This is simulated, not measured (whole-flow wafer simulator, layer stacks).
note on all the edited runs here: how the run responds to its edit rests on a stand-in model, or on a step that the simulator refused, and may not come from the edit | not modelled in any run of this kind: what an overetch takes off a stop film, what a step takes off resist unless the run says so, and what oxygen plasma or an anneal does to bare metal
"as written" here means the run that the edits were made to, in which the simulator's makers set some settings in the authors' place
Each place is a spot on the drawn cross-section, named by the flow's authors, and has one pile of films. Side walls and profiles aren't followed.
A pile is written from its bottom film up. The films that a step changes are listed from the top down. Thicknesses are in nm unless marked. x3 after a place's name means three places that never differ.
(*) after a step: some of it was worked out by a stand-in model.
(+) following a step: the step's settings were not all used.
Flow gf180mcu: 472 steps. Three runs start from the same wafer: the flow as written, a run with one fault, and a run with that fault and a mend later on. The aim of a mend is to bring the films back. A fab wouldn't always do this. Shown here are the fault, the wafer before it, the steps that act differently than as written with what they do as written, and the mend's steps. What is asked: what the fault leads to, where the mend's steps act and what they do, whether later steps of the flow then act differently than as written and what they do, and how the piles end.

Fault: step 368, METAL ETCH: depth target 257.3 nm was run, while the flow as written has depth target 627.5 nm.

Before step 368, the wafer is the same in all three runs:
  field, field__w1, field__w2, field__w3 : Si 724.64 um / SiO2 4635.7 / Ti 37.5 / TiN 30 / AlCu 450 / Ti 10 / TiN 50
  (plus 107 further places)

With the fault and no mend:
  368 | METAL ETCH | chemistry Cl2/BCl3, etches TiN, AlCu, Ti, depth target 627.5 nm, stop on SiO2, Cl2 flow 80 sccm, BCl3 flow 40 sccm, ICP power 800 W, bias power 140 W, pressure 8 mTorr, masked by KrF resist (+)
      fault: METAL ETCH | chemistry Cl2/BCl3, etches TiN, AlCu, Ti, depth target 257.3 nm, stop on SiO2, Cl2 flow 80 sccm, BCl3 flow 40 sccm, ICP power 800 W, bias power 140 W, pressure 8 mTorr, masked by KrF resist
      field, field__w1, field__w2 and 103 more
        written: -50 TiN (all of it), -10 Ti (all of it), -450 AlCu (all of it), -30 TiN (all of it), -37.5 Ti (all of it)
        fault: -50 TiN (all of it), -10 Ti (all of it), -197.3 AlCu
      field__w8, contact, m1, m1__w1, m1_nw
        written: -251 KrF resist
        fault: -102.9 KrF resist
  Steps further on in the flow that do not act as written:
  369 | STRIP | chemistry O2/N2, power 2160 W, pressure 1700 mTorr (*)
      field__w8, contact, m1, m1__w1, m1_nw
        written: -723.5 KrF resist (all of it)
        fault: -871.6 KrF resist (all of it)
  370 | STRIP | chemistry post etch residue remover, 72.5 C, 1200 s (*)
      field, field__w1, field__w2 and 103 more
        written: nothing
        fault: -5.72 AlCu
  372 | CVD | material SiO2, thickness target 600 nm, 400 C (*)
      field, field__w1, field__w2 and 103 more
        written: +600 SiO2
        fault: +600 SiO2 (new film)
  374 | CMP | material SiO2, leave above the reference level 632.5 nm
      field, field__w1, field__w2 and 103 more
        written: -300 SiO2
        fault: -614.5 SiO2
  At field, field__w1, field__w2 and 104 more, the piles at the end differ from the flow's by more than 2% or 0.5 nm, whichever is larger.
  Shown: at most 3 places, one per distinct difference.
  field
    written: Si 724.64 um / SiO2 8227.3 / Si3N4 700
    fault: Si 724.64 um / SiO2 4635.7 / Ti 37.5 / TiN 30 / AlCu 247 / SiO2 3277.1 / Si3N4 700
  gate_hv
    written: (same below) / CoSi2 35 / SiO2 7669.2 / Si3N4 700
    fault: (same below) / CoSi2 35 / SiO2 4077.6 / Ti 37.5 / TiN 30 / AlCu 247 / SiO2 3277.1 / Si3N4 700
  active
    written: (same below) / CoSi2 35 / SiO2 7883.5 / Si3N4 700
    fault: (same below) / CoSi2 35 / SiO2 4291.9 / Ti 37.5 / TiN 30 / AlCu 247 / SiO2 3277.1 / Si3N4 700

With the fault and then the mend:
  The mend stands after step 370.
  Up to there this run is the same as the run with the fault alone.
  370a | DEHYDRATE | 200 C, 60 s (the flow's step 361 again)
      does not change any film at any place that is followed
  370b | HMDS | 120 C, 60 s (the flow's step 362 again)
      does not change any film at any place that is followed
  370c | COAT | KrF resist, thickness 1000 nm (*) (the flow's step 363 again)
      iso_ptap_pw, iso_ntap_nw, iso_nw_fld and 33 more
        +1000 KrF resist (new film)
      field__w5, field__w9, field_sub__w1 and 15 more
        +1001.7 KrF resist (new film)
      field__w6, field_sub, p_well and 9 more
        +1001.8 KrF resist (new film)
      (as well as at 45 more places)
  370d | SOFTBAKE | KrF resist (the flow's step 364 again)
      does not change any film at any place that is followed
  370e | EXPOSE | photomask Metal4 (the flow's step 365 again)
      does not change any film at any place that is followed
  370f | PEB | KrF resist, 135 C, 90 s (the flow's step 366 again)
      field__w1, field__w2, field__w3 and 60 more
        -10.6 KrF resist
      iso_ptap_pw, iso_ntap_nw, iso_nw_fld and 33 more
        -10.5 KrF resist
      field__w8, m1
        -7.34 KrF resist
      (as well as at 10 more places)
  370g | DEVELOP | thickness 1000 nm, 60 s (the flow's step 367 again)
      iso_ptap_pw, iso_ntap_nw, iso_nw_fld and 33 more
        -989.5 KrF resist (all of it)
      field_sub__w2, field_sub__w4, ld_gate_n and 13 more
        -991.1 KrF resist (all of it)
      field__w5, field__w6, field__w9 and 9 more
        -991.2 KrF resist (all of it)
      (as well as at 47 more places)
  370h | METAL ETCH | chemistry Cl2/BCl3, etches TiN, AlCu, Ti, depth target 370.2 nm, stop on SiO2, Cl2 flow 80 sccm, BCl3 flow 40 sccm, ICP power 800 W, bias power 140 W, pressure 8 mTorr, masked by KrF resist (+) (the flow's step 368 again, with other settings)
      field, field__w1, field__w2 and 103 more
        -247 AlCu (all of it), -30 TiN (all of it), -37.5 Ti (all of it)
      field__w8, contact, m1, m1__w1, m1_nw
        -148.1 KrF resist
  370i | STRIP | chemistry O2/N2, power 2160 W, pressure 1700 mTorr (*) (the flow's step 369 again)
      field__w8
        -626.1 KrF resist (all of it)
      contact
        -624.6 KrF resist (all of it)
      m1
        -625.9 KrF resist (all of it)
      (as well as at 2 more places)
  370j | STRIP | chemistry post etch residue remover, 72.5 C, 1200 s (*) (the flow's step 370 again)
      field__w8, contact, m1, m1__w1, m1_nw
        -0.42 TiN
  None of the later steps of the flow differs from how it acts as written, at any place that is followed, by more than 2% or 0.5 nm, whichever is larger.
  When the end is reached, the piles differ only a little from the flow's at the places that both follow, at most by 2% or 0.5 nm, whichever is larger.
